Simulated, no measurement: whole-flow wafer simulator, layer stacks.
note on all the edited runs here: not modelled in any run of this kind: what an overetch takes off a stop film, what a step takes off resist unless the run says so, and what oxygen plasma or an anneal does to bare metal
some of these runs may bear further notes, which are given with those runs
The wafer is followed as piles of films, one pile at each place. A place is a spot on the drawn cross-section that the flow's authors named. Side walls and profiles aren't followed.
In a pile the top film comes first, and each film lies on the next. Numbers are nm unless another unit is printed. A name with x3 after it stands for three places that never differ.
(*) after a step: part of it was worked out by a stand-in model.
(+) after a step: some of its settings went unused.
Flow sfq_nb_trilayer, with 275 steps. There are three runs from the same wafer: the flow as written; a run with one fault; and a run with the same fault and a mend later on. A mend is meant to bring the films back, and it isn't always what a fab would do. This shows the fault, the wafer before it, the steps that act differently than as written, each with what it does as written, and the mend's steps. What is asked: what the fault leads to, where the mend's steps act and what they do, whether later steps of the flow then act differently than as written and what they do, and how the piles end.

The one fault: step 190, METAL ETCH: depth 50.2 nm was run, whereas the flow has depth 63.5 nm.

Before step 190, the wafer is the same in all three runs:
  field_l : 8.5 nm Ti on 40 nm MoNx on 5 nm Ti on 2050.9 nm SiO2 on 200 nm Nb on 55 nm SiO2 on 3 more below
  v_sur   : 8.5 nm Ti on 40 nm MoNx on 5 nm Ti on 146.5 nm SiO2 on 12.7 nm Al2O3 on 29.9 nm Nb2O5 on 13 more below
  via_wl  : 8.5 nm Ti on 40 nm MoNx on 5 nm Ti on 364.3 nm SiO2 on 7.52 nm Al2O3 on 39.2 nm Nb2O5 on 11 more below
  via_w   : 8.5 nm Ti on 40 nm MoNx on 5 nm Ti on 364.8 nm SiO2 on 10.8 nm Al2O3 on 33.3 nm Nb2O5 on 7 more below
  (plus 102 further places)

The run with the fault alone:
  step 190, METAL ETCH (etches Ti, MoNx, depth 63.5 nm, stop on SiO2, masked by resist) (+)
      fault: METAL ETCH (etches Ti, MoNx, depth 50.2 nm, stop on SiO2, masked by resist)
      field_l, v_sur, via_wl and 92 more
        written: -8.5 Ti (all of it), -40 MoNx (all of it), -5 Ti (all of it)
        fault: -8.5 Ti (all of it), -40 MoNx (all of it), -1.7 Ti
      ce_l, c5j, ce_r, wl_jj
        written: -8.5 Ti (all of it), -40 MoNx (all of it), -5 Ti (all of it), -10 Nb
        fault: -8.5 Ti (all of it), -40 MoNx (all of it), -1.7 Ti
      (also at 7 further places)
  Steps later in the flow that act otherwise than as written (13 other steps are not shown; they differ only slightly, by no more than 2% or 0.5 nm, whichever is larger):
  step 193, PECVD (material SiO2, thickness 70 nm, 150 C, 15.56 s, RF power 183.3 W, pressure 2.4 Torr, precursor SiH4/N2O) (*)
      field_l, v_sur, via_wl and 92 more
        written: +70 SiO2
        fault: +70 SiO2 (new film)
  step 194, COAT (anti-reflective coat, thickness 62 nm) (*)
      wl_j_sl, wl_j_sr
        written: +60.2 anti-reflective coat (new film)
        fault: +62 anti-reflective coat (new film)
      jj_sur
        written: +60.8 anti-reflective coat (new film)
        fault: +62.7 anti-reflective coat (new film)
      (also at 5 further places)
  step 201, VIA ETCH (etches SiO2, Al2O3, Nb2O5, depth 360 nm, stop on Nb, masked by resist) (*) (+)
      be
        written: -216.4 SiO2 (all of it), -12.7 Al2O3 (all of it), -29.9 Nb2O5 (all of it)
        fault: -69.8 SiO2 (all of it), -3.3 Ti (all of it), -146.5 SiO2 (all of it), -12.7 Al2O3 (all of it), -29.9 Nb2O5 (all of it)
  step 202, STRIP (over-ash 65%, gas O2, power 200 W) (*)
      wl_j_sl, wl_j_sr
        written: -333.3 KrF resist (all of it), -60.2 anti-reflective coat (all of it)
        fault: -333.1 KrF resist (all of it), -62 anti-reflective coat (all of it)
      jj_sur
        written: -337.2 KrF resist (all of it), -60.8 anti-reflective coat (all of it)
        fault: -336.7 KrF resist (all of it), -62.7 anti-reflective coat (all of it)
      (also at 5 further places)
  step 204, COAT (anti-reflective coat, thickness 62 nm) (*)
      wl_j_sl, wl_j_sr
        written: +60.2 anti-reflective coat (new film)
        fault: +62 anti-reflective coat (new film)
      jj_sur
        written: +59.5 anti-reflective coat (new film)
        fault: +61.3 anti-reflective coat (new film)
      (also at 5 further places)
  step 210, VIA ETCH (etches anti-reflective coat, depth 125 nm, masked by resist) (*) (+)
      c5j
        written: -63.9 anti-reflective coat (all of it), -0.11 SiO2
        fault: -61.3 anti-reflective coat (all of it), -0.12 SiO2
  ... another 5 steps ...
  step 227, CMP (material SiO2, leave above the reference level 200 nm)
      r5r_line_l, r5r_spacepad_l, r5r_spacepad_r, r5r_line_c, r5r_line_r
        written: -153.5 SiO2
        fault: -150.2 SiO2
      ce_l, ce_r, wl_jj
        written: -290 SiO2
        fault: -300 SiO2
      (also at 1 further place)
  The piles end different from the flow's at field_l, v_sur, via_wl and 98 more by more than 2% or 0.5 nm, whichever is larger.
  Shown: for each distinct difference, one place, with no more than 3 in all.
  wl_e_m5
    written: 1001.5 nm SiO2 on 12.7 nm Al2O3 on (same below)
    fault: 855 nm SiO2 on 3.3 nm Ti on 146.5 nm SiO2 on 12.7 nm Al2O3 on (same below)
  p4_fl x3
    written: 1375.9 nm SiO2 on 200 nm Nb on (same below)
    fault: 855 nm SiO2 on 3.3 nm Ti on 520.9 nm SiO2 on 200 nm Nb on (same below)
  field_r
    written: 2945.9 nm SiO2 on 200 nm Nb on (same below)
    fault: 855 nm SiO2 on 3.3 nm Ti on 2090.9 nm SiO2 on 200 nm Nb on (same below)

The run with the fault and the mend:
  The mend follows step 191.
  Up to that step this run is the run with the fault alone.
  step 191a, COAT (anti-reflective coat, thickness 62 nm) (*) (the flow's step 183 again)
      p4_fl x3, p4_w1 x9, p4_g1 x2 and 57 more
        +62 anti-reflective coat (new film)
      via_sp, via_v, wire, ln_m6, lsp_r, l0_sur, l0v
        +62.3 anti-reflective coat (new film)
      field_l, v_sur, via_wl, via_w, via_wr
        +62.2 anti-reflective coat (new film)
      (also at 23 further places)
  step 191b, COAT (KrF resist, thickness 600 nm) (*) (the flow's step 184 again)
      p4_fl x3, p4_w1 x9, p4_g1 x2 and 57 more
        +600 KrF resist (new film)
      v_sur, via_wl, via_w
        +600.6 KrF resist (new film)
      via_wr, via_sp, l0v
        +600.7 KrF resist (new film)
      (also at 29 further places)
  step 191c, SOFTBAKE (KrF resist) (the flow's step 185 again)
      does not change any film at any place that is followed
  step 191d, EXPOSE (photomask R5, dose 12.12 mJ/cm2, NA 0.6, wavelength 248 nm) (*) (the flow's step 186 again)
      does not change any film at any place that is followed
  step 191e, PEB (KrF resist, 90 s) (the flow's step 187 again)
      field_l, v_sur, via_wl and 74 more
        -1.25 KrF resist
      via_sp, via_v, wire and 15 more
        -1.26 KrF resist
      be_r, r_sur, res, r_end
        -1.21 KrF resist
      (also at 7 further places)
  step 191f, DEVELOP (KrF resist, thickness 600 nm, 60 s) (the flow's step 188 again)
      p4_fl x3, p4_w1 x9, p4_g1 x2 and 57 more
        -598.7 KrF resist (all of it)
      be_r, r_sur, res, r_end, r5r_line_l, r5r_line_c, r5r_line_r
        -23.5 KrF resist
      field_l, v_sur, via_wl
        -599.3 KrF resist (all of it)
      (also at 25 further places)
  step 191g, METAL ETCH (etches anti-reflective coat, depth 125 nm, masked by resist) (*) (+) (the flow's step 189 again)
      p4_fl x3, p4_w1 x9, p4_g1 x2 and 57 more
        -62 anti-reflective coat (all of it)
      via_sp, via_v, wire, ln_m6, lsp_r, l0_sur, l0v
        -62.3 anti-reflective coat (all of it)
      be_r, r_sur, res, r_end, r5r_line_l, r5r_line_c, r5r_line_r
        -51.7 KrF resist
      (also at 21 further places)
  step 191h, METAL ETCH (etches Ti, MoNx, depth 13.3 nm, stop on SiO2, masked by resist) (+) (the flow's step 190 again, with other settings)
      field_l, v_sur, via_wl and 92 more
        -3.3 Ti (all of it)
      be_r, r_sur, res, r_end, r5r_line_l, r5r_line_c, r5r_line_r
        -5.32 KrF resist
      ce_l, c5j, ce_r, wl_jj
        -3.3 Ti (all of it), -10 Nb
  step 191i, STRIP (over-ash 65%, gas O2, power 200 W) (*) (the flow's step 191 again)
      r5r_line_l, r5r_line_c, r5r_line_r
        -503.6 KrF resist (all of it), -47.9 anti-reflective coat (all of it)
      be_r
        -497.3 KrF resist (all of it), -53.7 anti-reflective coat (all of it)
      r_sur
        -497.4 KrF resist (all of it), -57.5 anti-reflective coat (all of it)
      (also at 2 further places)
  Later steps of the flow that are run all act as written at every place that is followed.
  At every place that both follow, the piles at the end match the flow's.
